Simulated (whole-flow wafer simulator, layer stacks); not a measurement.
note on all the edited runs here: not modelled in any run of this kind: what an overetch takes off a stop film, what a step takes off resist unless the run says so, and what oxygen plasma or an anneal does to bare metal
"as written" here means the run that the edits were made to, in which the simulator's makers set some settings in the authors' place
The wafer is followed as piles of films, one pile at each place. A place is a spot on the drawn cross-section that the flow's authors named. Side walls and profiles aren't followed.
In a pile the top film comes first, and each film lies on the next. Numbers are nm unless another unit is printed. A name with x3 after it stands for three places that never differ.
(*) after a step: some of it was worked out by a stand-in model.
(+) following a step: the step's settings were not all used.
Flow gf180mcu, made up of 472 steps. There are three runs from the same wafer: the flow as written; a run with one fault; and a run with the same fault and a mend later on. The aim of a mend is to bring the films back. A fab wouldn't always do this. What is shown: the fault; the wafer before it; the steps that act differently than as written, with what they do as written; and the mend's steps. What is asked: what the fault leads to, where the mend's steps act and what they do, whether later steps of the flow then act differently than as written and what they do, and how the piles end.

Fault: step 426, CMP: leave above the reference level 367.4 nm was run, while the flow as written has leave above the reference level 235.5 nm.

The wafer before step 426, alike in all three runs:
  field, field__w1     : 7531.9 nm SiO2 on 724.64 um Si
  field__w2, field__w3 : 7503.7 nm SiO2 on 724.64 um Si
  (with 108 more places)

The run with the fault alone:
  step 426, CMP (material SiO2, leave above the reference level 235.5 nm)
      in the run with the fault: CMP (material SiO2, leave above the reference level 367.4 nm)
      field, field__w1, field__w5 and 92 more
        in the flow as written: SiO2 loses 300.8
        in the run with the fault: SiO2 loses 168.9
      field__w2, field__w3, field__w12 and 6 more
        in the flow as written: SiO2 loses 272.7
        in the run with the fault: SiO2 loses 140.8
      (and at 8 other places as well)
  Steps later in the flow that act otherwise than as written (1 more step, not shown, differs only slightly: by at most 2% or 0.5 nm, whichever is larger):
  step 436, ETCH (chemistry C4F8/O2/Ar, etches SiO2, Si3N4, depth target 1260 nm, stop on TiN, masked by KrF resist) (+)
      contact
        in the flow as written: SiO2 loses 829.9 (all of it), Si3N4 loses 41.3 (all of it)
        in the run with the fault: SiO2 loses 961.8 (all of it), Si3N4 loses 41.3 (all of it)
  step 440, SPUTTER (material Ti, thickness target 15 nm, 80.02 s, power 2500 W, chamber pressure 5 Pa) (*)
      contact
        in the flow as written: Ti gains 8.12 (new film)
        in the run with the fault: Ti gains 7.53 (new film)
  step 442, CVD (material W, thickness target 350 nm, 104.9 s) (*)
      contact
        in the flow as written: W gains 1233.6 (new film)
        in the run with the fault: W gains 1366.5 (new film)
  At field__w4, field__w8, contact and 9 more, the piles at the end differ from the flow's by more than 2% or 0.5 nm, whichever is larger.
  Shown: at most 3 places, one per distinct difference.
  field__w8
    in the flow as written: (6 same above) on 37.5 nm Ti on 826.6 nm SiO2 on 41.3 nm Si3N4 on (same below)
    in the run with the fault: (6 same above) on 37.5 nm Ti on 958.5 nm SiO2 on 41.3 nm Si3N4 on (same below)
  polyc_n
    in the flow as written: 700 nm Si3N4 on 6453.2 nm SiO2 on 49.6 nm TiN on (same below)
    in the run with the fault: 700 nm Si3N4 on 6585.1 nm SiO2 on 49.6 nm TiN on (same below)
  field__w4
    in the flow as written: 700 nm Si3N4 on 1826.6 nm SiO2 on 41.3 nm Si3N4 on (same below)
    in the run with the fault: 700 nm Si3N4 on 1958.5 nm SiO2 on 41.3 nm Si3N4 on (same below)

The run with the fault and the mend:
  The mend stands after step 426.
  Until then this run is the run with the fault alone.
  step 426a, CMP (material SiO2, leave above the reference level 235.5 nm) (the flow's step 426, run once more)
      field, field__w1, field__w2 and 109 more
        SiO2 loses 131.9
  Every later step of the flow that is run acts as written at every place that is followed.
  By the end, the piles equal the flow's at every place that both follow.
